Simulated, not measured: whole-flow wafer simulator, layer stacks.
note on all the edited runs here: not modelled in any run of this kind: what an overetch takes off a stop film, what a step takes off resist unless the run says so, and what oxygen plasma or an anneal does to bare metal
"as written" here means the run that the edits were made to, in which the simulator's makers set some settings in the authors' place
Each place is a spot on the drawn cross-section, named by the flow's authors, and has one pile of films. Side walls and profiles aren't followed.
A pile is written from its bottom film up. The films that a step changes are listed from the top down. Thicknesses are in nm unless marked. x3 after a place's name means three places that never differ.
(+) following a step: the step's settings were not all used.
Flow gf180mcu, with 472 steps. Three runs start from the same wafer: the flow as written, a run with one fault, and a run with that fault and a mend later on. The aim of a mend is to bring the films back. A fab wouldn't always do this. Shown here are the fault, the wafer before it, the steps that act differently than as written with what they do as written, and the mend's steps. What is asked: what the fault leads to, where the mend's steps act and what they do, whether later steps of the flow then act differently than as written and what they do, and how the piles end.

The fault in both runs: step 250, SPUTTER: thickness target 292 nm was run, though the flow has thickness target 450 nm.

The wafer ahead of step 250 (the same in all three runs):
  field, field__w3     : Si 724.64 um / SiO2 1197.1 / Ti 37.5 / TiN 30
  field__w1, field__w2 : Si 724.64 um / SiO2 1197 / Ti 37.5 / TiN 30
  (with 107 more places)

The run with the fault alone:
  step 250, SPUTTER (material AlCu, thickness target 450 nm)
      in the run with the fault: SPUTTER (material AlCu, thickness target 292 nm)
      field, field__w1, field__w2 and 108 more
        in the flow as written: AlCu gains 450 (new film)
        in the run with the fault: AlCu gains 292 (new film)
  Steps later in the flow that act otherwise than as written:
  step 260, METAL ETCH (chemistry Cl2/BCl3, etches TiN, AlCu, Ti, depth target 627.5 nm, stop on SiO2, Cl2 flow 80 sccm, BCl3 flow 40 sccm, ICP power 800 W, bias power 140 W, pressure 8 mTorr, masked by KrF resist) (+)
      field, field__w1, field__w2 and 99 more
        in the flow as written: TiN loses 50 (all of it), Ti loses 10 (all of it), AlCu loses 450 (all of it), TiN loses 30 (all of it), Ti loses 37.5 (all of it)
        in the run with the fault: TiN loses 50 (all of it), Ti loses 10 (all of it), AlCu loses 292 (all of it), TiN loses 30 (all of it), Ti loses 37.5 (all of it)
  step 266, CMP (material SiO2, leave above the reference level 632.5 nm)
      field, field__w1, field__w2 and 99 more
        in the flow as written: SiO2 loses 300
        in the run with the fault: SiO2 loses 458
  The piles end different from the flow's at field__w4, field__w8, active and 60 more by more than 2% or 0.5 nm, whichever is larger.
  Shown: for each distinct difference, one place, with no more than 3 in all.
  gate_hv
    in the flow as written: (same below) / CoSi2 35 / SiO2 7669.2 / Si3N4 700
    in the run with the fault: (same below) / CoSi2 35 / SiO2 7511.2 / Si3N4 700
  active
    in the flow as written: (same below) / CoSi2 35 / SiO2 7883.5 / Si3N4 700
    in the run with the fault: (same below) / CoSi2 35 / SiO2 7725.5 / Si3N4 700
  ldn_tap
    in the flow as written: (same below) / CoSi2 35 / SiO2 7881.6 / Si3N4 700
    in the run with the fault: (same below) / CoSi2 35 / SiO2 7723.6 / Si3N4 700

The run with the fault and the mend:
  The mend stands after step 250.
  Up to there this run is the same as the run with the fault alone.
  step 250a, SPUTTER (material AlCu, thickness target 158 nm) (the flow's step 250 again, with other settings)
      field, field__w1, field__w2 and 108 more
        AlCu gains 158
  Every later step of the flow that is run acts as written at every place that is followed.
  By the end, the piles equal the flow's at every place that both follow.
